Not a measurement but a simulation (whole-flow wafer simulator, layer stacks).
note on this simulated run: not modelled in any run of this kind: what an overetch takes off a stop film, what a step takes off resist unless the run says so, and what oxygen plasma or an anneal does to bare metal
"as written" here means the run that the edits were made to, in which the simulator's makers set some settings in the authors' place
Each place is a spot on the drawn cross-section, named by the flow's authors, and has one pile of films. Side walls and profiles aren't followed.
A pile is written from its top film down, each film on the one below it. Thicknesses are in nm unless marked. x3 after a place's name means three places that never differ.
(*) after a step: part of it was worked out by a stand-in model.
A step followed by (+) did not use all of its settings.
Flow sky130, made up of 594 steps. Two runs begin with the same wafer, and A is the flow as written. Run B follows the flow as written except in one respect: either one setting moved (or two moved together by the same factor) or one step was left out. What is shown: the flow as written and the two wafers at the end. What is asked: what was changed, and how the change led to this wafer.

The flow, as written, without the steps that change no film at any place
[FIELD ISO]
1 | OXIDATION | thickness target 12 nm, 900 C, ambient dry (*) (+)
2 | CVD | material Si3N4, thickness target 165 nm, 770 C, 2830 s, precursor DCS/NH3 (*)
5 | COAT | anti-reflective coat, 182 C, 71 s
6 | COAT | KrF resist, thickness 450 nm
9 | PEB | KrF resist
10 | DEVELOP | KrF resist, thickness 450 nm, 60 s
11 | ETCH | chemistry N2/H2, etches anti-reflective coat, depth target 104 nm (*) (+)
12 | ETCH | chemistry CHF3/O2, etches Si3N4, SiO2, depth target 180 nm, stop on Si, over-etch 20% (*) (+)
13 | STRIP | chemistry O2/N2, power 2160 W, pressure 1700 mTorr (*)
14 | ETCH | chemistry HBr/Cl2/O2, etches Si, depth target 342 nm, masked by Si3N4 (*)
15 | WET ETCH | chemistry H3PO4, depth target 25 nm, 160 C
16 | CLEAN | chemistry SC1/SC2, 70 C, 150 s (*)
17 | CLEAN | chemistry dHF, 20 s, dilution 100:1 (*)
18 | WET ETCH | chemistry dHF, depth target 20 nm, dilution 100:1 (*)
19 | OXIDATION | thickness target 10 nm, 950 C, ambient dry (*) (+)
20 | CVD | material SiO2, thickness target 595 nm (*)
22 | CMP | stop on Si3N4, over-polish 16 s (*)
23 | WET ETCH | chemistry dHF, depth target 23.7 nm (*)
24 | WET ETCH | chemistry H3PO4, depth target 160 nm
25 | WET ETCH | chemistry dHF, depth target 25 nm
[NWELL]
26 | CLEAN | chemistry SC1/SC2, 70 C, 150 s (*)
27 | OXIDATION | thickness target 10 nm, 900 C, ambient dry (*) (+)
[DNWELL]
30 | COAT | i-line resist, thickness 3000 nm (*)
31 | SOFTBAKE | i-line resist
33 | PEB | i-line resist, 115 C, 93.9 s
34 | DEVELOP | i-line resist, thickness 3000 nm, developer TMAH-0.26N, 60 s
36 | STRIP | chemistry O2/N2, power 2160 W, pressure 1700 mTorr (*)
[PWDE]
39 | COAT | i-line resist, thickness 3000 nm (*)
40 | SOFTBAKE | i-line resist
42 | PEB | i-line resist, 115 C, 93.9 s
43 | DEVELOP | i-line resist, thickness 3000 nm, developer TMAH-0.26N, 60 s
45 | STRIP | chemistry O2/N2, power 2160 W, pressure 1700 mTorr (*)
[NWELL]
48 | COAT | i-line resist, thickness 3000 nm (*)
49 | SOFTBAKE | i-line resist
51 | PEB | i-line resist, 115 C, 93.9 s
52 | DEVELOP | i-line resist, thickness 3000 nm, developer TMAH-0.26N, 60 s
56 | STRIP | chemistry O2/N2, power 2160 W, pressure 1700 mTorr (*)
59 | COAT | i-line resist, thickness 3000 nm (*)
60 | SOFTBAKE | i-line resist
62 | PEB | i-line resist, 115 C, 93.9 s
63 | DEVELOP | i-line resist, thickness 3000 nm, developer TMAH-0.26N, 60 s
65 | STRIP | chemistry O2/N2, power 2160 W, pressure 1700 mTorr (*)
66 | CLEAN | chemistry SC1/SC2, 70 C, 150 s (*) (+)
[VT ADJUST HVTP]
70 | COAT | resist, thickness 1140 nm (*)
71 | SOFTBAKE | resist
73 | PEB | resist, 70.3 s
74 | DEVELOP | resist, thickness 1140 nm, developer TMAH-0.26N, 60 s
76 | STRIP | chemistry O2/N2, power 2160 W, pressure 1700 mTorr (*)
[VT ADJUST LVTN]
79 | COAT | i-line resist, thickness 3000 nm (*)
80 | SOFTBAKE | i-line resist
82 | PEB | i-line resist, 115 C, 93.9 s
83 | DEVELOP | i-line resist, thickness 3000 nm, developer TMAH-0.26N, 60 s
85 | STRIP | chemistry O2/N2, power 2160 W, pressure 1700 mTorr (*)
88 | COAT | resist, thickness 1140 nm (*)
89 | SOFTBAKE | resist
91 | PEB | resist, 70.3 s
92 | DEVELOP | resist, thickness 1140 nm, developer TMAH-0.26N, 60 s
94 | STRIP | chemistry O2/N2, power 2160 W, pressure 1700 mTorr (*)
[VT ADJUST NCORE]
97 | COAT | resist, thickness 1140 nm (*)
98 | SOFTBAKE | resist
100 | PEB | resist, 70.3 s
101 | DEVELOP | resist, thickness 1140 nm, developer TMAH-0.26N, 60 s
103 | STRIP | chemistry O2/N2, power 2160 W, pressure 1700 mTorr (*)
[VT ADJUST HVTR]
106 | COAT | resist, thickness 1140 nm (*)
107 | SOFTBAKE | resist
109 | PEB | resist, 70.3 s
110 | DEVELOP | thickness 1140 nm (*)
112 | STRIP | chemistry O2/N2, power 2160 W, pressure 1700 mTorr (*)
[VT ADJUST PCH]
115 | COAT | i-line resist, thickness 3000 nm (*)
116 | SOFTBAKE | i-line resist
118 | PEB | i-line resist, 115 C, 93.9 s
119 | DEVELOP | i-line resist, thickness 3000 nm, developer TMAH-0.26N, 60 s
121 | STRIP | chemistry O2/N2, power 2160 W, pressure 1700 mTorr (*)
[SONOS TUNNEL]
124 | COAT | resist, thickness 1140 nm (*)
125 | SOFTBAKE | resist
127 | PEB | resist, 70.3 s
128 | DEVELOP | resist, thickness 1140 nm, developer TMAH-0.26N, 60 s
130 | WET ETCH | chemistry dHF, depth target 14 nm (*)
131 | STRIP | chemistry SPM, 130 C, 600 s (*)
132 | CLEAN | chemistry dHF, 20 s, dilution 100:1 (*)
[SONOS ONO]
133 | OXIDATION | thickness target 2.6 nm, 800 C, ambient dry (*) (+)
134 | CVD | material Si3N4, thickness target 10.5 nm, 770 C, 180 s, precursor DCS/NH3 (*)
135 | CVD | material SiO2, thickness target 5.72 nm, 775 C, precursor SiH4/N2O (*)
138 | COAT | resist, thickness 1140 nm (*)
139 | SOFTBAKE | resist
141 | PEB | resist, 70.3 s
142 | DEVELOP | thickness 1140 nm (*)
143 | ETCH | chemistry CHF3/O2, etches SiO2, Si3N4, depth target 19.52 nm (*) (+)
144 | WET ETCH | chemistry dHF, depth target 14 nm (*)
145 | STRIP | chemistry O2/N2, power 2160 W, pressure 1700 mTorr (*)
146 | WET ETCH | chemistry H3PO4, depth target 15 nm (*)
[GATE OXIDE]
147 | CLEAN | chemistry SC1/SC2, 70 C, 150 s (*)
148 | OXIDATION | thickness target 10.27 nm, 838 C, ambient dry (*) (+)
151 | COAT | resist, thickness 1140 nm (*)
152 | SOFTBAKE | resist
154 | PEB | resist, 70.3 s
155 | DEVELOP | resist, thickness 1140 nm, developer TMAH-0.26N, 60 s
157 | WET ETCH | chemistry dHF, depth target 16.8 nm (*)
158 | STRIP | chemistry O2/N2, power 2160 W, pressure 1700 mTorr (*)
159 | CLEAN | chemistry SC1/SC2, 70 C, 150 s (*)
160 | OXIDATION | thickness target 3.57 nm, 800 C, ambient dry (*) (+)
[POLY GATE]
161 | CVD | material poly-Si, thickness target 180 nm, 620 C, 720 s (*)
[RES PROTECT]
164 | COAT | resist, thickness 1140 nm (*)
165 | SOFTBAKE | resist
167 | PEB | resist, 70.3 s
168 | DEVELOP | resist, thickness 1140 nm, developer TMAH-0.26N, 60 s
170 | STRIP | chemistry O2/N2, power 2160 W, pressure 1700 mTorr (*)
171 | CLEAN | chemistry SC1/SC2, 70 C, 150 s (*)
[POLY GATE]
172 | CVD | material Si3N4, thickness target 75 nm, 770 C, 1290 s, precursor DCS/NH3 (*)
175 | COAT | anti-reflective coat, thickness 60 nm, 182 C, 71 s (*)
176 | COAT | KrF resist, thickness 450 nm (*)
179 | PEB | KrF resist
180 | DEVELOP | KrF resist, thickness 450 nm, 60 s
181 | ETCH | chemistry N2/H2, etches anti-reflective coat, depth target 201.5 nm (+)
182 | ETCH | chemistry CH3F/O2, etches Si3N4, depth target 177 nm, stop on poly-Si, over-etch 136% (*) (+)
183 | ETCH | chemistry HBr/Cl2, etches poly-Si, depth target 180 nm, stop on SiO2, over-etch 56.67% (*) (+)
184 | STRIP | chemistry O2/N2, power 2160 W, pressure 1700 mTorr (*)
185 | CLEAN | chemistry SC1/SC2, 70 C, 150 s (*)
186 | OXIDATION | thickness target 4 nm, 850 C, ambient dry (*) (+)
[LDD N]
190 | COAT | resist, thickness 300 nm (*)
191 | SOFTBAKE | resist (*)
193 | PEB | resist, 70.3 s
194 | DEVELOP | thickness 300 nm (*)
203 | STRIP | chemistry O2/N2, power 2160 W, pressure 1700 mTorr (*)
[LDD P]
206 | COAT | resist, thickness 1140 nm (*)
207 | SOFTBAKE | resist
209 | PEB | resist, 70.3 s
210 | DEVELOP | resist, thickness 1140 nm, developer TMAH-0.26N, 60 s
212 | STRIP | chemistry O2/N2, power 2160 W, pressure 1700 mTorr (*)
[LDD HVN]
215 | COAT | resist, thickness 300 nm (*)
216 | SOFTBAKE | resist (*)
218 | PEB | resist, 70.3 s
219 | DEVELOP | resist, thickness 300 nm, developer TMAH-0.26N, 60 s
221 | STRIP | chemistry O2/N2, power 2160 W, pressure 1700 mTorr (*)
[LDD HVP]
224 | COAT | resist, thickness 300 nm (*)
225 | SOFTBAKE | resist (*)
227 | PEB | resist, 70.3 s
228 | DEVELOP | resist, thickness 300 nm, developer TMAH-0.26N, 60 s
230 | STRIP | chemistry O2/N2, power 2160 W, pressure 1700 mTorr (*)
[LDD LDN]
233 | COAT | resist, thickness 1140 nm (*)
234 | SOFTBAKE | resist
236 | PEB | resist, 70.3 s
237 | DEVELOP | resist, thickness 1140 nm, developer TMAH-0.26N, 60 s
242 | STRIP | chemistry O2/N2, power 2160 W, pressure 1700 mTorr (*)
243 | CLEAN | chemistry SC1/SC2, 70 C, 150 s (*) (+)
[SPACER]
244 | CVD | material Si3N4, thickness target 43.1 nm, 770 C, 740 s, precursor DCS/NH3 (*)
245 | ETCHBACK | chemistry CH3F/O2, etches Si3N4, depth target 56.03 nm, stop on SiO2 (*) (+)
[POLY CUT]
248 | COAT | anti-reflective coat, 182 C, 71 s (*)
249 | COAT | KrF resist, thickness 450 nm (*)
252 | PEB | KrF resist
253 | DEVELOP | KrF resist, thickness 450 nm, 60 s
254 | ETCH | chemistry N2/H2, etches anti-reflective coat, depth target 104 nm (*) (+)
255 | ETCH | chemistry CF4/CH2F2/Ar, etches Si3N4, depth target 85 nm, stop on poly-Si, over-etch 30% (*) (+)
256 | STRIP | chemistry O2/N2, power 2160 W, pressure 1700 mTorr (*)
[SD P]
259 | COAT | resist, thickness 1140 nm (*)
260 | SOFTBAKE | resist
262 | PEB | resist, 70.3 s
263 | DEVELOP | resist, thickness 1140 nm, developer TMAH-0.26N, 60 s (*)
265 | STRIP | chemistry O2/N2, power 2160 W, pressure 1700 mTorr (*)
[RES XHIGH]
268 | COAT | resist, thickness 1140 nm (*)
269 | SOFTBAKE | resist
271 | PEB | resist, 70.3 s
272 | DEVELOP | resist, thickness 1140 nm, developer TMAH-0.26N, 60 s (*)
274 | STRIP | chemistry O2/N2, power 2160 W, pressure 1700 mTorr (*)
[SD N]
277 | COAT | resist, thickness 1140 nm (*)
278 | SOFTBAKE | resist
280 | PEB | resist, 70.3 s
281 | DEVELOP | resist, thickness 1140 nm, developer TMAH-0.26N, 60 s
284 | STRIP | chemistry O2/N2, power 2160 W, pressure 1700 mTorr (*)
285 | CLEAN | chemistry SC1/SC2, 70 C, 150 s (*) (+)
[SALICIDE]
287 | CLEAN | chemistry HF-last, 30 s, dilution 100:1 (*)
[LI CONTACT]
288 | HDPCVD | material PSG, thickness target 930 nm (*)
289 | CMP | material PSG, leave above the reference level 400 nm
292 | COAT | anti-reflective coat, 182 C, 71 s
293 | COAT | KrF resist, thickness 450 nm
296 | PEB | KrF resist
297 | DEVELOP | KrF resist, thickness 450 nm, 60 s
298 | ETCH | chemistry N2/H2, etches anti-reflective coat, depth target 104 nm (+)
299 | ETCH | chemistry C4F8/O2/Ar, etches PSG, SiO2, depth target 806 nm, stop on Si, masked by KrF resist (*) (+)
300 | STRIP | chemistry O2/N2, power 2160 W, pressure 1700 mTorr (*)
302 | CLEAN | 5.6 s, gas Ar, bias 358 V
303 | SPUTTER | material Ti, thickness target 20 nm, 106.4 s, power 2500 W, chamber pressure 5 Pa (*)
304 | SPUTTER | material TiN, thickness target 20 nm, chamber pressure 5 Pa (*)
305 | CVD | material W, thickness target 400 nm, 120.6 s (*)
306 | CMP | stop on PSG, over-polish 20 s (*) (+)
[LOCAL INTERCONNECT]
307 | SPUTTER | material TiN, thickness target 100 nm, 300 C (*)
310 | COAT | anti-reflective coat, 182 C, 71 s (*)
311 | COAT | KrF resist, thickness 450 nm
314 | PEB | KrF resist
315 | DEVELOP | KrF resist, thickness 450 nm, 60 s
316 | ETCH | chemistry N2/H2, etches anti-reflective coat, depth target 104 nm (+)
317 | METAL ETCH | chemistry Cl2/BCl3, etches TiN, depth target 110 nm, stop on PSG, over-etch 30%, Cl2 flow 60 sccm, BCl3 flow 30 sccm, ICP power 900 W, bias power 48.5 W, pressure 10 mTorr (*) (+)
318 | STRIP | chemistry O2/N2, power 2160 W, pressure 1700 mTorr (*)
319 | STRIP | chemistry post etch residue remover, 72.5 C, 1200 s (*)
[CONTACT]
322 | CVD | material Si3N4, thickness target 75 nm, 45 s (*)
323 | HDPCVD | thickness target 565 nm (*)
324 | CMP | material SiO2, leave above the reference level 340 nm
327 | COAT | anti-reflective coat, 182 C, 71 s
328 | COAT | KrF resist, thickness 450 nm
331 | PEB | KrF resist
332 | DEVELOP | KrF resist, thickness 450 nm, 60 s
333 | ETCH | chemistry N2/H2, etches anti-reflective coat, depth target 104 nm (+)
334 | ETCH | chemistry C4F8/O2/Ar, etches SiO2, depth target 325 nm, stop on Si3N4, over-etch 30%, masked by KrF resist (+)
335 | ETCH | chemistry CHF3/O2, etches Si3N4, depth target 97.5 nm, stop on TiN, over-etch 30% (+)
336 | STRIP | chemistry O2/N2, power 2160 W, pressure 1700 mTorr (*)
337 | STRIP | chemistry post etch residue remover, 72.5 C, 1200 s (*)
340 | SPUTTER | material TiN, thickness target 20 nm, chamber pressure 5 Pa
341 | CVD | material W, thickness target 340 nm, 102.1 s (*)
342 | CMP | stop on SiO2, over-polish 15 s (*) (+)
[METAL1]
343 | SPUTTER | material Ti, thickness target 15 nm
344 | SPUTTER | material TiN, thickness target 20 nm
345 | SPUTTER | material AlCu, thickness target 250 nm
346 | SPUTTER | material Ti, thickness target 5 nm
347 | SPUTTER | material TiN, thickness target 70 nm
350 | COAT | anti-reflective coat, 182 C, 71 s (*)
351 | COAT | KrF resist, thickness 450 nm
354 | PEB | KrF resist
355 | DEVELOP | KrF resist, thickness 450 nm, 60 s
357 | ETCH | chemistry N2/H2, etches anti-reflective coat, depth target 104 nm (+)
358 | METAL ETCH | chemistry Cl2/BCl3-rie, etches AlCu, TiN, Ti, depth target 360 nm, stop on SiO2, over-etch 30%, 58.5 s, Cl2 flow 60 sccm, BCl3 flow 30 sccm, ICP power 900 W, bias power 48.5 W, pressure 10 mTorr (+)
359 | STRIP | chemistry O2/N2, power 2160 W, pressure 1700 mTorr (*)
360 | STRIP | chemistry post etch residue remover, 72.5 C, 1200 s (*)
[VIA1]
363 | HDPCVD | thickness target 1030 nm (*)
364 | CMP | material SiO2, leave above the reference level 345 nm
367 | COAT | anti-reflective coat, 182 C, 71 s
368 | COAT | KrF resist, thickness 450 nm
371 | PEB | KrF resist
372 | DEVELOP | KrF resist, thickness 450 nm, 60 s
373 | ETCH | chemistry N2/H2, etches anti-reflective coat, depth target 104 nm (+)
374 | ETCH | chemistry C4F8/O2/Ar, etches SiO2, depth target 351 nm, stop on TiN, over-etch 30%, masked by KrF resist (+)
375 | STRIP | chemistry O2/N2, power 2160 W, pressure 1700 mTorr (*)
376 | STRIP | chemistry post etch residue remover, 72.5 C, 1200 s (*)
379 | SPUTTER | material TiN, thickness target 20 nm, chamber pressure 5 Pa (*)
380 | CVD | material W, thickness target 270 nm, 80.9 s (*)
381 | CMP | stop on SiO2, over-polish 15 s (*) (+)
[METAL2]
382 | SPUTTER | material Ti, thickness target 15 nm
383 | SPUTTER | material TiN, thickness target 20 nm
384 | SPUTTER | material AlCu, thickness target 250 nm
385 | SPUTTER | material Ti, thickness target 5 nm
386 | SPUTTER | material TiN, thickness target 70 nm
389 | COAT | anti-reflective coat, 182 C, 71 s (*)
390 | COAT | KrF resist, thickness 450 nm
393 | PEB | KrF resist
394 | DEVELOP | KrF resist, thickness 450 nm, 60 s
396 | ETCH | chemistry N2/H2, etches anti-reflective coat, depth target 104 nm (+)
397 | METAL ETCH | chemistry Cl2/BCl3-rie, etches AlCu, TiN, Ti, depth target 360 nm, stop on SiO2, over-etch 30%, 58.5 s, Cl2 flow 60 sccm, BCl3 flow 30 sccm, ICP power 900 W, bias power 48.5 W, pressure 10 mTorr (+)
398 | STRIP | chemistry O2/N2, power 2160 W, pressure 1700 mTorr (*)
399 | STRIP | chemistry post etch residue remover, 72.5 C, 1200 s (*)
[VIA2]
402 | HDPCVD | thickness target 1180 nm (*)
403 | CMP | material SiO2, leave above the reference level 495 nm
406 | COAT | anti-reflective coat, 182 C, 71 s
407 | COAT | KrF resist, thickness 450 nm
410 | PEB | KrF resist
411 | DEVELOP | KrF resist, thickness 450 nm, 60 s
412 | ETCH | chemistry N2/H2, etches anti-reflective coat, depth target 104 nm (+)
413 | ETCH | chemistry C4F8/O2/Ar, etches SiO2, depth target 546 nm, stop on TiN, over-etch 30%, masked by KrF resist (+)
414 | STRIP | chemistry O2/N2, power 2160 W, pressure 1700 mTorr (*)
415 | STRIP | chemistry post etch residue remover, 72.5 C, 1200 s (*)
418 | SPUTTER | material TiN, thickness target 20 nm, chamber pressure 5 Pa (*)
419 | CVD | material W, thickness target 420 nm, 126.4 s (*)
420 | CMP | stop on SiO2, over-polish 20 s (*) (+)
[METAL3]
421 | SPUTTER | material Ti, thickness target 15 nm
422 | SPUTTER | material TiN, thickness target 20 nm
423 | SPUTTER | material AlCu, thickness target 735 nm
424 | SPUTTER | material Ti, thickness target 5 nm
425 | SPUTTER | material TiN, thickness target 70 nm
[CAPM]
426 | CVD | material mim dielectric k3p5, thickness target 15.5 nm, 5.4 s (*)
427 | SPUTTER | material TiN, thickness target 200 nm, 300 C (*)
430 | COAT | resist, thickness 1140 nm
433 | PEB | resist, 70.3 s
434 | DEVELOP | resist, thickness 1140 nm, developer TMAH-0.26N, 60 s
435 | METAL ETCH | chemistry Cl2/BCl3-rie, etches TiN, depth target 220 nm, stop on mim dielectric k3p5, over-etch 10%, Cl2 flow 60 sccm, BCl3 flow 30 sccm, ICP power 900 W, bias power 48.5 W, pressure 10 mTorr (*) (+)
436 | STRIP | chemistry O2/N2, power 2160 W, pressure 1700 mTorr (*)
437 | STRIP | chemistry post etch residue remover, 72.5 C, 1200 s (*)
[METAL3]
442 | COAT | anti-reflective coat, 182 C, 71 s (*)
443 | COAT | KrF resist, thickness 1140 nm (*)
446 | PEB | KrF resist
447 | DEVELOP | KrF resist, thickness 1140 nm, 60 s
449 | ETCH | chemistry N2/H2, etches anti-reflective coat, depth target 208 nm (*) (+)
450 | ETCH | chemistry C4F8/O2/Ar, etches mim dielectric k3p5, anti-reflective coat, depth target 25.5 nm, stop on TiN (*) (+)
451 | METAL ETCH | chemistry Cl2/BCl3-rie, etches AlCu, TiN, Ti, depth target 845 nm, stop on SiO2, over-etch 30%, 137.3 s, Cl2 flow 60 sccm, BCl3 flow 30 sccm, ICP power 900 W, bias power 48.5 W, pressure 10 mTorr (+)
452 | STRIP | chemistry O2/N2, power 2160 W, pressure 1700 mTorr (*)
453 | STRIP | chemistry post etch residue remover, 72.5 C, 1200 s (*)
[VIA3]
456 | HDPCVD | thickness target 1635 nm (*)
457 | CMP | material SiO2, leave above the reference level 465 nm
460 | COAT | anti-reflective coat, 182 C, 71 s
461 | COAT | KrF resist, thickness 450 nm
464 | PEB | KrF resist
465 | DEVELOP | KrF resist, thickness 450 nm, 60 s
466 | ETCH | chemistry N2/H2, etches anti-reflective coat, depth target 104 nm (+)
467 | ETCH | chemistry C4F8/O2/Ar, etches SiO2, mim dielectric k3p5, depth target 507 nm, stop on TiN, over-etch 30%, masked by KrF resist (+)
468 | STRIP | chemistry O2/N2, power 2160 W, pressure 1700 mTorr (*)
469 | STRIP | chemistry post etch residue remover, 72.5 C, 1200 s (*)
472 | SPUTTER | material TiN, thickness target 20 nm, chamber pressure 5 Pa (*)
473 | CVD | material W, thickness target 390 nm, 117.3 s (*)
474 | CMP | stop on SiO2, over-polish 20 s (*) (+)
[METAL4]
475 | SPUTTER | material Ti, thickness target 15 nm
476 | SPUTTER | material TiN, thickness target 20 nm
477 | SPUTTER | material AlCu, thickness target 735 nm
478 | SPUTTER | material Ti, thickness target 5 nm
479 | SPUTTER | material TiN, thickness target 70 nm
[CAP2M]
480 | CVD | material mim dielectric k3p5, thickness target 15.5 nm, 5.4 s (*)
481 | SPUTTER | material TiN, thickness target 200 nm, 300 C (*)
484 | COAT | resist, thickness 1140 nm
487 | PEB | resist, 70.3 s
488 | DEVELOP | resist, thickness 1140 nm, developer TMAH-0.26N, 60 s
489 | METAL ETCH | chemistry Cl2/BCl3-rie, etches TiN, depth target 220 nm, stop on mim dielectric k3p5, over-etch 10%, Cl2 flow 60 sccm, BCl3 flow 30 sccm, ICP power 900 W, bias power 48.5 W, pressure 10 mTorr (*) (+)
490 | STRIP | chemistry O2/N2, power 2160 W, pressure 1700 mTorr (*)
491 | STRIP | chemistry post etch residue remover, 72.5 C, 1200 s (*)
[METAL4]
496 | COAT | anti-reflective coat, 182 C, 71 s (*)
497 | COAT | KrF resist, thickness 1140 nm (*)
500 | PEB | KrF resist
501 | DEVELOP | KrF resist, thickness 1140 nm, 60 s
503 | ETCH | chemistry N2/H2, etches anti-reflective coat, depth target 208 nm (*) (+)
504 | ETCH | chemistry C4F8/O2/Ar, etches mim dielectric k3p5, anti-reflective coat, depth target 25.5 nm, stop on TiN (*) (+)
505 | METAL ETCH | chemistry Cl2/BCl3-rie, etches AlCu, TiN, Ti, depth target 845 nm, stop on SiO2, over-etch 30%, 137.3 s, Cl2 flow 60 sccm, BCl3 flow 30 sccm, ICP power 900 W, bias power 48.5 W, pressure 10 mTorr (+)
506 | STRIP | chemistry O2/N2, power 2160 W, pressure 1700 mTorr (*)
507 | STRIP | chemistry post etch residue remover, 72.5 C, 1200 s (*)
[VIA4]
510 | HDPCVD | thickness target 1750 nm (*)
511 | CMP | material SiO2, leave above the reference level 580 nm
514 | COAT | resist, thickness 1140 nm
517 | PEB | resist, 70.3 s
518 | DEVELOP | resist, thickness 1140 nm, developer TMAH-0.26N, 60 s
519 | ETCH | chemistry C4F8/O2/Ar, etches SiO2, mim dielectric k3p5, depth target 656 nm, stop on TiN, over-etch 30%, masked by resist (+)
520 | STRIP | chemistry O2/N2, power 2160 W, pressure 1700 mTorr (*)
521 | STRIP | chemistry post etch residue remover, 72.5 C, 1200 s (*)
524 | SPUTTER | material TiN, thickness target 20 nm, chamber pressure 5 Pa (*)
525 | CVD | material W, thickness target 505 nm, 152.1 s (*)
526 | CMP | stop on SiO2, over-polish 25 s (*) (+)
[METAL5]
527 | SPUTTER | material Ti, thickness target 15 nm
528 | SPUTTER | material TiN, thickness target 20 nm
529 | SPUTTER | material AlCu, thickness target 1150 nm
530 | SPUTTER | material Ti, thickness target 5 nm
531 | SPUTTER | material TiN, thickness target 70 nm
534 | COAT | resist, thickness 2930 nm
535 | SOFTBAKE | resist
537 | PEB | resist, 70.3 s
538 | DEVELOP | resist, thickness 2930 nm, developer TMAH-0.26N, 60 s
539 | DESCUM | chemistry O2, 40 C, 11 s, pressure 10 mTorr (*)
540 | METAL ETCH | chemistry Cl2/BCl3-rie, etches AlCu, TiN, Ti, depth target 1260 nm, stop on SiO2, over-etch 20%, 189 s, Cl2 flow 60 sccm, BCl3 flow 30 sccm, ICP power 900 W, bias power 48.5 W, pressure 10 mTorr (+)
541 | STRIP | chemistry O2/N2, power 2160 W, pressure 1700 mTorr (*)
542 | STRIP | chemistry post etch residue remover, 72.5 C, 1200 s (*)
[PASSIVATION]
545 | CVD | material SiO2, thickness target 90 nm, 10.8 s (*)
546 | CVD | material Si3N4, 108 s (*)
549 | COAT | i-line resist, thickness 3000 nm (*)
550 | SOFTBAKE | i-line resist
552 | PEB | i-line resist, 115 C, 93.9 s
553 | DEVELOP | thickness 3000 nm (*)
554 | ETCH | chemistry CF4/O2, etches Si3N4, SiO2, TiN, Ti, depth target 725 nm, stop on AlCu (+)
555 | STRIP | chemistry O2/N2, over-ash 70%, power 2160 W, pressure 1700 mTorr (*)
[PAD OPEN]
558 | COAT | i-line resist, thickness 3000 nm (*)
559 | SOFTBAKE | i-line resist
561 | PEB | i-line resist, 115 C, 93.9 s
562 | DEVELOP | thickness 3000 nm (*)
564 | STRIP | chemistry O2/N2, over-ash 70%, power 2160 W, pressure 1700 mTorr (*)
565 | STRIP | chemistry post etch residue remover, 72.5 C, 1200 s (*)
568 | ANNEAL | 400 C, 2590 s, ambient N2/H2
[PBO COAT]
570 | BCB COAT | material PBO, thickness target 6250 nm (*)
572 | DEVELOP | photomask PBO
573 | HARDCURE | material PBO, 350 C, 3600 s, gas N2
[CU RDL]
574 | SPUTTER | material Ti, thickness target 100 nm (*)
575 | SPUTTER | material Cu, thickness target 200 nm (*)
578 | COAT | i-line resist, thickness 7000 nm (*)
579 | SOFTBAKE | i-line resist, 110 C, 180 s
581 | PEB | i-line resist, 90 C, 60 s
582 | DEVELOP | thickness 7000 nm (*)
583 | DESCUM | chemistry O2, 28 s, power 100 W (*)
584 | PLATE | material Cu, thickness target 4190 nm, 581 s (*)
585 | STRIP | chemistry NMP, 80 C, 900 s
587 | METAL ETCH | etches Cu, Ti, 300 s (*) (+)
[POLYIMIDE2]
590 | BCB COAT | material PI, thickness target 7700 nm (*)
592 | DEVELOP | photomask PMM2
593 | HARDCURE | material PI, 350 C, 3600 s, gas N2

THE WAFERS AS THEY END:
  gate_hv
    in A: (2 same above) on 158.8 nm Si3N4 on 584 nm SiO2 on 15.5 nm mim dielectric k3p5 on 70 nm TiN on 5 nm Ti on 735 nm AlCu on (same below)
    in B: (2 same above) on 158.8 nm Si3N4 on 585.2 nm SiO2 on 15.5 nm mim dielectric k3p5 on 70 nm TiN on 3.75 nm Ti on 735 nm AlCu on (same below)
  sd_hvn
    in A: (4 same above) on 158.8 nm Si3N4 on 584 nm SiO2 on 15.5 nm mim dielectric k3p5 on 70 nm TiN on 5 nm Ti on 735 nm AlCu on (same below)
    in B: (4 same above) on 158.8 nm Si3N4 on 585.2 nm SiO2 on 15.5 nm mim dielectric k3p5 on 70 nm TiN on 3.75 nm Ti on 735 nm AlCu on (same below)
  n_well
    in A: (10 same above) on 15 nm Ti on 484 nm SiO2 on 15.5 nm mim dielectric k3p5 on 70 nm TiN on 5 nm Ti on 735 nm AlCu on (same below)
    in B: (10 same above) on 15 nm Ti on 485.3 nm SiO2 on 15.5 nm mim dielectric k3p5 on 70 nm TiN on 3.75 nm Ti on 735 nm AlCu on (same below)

Cause: step 478, SPUTTER: thickness target 3.75 nm was run, though the flow has thickness target 5 nm.
The wafer itself shows it: gate_hv has Ti 3.75, and step 478 as written asks for 5 nm.

How this came from the change, step by step:
  478 | SPUTTER | material Ti, thickness target 5 nm
      field, active, n_well and 189 more: A Ti gains 5 (new film) | B Ti gains 3.75 (new film)
  505 | METAL ETCH | chemistry Cl2/BCl3-rie, etches AlCu, TiN, Ti, depth target 845 nm, stop on SiO2, over-etch 30%, 137.3 s, Cl2 flow 60 sccm, BCl3 flow 30 sccm, ICP power 900 W, bias power 48.5 W, pressure 10 mTorr (+)
      field, gate, spacer and 68 more: A TiN loses 70 (all of it), Ti loses 5 (all of it), AlCu loses 735 (all of it), TiN loses 20 (all of it), Ti loses 15 (all of it), SiO2 loses 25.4 | B TiN loses 70 (all of it), Ti loses 3.75 (all of it), AlCu loses 735 (all of it), TiN loses 20 (all of it), Ti loses 15 (all of it), SiO2 loses 25.5
      active, vpp_iso1, mim_edge_plate and 14 more: A TiN loses 70 (all of it), Ti loses 5 (all of it), AlCu loses 735 (all of it), TiN loses 20 (all of it), Ti loses 15 (all of it), SiO2 loses 25.3 | B TiN loses 70 (all of it), Ti loses 3.75 (all of it), AlCu loses 735 (all of it), TiN loses 20 (all of it), Ti loses 15 (all of it), SiO2 loses 25.5
